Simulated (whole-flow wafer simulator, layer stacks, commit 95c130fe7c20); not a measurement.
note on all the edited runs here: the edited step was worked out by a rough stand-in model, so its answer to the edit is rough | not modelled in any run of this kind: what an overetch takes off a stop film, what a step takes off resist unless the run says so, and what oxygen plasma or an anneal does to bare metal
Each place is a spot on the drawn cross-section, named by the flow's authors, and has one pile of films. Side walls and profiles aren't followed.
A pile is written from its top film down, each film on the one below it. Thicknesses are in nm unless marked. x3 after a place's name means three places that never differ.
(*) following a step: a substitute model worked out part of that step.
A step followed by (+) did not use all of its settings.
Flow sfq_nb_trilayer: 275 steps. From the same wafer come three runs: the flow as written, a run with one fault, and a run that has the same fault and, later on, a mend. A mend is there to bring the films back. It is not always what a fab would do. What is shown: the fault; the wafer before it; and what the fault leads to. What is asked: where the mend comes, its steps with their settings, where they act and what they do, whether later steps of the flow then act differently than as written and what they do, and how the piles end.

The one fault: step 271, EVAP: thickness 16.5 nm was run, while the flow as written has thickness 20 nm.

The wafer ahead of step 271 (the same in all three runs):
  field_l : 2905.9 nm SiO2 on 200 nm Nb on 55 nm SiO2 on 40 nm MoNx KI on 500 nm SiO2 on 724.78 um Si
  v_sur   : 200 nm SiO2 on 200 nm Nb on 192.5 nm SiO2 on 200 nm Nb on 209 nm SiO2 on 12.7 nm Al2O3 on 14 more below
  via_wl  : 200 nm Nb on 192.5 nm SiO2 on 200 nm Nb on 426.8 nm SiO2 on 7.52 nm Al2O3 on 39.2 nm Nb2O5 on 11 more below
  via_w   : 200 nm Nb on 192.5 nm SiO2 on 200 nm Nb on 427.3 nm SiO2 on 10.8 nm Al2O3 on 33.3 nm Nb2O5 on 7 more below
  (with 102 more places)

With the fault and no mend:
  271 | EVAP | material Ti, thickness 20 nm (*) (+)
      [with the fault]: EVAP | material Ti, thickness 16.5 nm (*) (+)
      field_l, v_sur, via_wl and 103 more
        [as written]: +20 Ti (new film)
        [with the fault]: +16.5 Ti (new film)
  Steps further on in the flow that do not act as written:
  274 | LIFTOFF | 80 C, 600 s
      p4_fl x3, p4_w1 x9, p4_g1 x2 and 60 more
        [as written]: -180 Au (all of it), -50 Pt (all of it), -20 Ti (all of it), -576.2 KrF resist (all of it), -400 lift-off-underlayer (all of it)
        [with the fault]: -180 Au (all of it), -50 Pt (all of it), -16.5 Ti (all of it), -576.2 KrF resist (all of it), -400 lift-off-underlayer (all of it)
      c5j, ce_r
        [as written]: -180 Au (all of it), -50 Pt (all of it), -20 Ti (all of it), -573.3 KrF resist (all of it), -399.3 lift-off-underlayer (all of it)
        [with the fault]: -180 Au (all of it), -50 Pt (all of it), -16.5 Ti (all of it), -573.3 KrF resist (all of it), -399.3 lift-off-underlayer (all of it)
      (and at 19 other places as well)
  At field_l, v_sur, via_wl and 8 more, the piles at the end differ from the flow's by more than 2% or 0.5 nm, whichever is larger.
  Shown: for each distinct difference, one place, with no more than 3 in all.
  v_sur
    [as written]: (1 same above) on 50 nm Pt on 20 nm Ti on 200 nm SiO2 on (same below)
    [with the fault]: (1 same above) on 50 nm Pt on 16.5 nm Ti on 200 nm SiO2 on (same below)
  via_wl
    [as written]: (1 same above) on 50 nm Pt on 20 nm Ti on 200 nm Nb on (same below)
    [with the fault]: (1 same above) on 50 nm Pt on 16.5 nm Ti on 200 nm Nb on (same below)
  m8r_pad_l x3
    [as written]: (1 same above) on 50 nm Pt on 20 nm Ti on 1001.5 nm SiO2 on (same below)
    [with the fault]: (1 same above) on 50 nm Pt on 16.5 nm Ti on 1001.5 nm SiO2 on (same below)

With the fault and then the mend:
  The mend stands after step 271.
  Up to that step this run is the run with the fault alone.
  271a | EVAP | material Ti, thickness 3.5 nm (*) (+) (a further turn of the flow's step 271, with different settings)
      field_l, v_sur, via_wl and 103 more
        +3.5 Ti
  Later steps of the flow that are run all act as written at every place that is followed.
  At every place that both follow, the piles at the end match the flow's.
